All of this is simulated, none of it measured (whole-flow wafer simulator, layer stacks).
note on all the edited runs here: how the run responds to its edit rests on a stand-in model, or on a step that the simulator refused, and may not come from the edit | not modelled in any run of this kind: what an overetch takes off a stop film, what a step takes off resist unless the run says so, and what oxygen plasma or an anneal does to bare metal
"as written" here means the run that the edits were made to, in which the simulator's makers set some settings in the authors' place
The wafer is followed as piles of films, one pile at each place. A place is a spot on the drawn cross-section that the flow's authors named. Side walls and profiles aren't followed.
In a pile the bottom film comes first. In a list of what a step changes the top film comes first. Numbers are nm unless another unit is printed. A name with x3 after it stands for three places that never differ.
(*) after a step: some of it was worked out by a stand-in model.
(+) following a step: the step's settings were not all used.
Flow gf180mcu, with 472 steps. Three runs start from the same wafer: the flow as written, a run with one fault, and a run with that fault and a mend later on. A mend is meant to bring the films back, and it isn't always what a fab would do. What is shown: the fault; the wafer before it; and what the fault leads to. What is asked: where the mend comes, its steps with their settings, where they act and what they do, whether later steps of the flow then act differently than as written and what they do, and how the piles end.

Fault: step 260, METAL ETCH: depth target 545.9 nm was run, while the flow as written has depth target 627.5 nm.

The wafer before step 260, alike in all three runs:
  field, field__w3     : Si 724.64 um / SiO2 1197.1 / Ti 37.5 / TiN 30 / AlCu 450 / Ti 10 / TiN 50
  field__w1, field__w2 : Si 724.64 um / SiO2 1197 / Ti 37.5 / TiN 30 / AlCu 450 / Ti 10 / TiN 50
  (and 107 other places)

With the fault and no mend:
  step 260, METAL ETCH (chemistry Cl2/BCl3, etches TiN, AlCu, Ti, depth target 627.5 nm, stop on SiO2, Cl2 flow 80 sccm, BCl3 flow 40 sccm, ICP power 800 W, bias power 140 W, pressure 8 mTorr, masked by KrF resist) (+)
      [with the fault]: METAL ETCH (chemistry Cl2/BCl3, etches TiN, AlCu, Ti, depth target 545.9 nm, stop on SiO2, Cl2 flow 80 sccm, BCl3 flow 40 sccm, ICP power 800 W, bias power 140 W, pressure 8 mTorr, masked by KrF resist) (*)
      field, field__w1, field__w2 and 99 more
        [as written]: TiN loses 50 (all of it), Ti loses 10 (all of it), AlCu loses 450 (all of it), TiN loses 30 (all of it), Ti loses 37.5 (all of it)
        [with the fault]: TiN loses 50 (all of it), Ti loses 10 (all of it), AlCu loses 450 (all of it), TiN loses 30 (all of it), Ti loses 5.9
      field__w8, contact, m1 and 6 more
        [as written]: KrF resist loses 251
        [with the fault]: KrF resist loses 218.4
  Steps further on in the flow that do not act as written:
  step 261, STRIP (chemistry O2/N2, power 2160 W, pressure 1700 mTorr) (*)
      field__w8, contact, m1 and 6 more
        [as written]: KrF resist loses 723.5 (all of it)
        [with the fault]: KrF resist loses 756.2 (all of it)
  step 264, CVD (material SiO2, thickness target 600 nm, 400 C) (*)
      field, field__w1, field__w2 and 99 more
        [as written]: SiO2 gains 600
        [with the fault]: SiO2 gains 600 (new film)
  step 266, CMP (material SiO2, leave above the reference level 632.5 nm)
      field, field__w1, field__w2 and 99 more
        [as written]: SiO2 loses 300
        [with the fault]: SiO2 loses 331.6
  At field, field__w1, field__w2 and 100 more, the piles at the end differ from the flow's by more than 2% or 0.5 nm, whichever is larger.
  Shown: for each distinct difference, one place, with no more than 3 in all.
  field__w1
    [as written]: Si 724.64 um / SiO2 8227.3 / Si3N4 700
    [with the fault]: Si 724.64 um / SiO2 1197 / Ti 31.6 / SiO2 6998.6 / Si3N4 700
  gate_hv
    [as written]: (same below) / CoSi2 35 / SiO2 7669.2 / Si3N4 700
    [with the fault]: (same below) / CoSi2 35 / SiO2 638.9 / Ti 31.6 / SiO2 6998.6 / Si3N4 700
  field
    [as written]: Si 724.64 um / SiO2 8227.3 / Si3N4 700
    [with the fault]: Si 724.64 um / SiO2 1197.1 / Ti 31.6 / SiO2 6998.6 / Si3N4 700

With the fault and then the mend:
  After step 260 comes the mend.
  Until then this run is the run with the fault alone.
  step 260a, METAL ETCH (chemistry Cl2/BCl3, etches TiN, AlCu, Ti, depth target 81.6 nm, stop on SiO2, Cl2 flow 80 sccm, BCl3 flow 40 sccm, ICP power 800 W, bias power 140 W, pressure 8 mTorr, masked by KrF resist) (+) (the flow's step 260 again, with other settings)
      field, field__w1, field__w2 and 99 more
        Ti loses 31.6 (all of it)
      field__w8, contact, m1 and 6 more
        KrF resist loses 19
  None of the later steps of the flow differs from how it acts as written, at any place that is followed, by more than 2% or 0.5 nm, whichever is larger.
  By the end, the piles equal the flow's at every place that both follow.
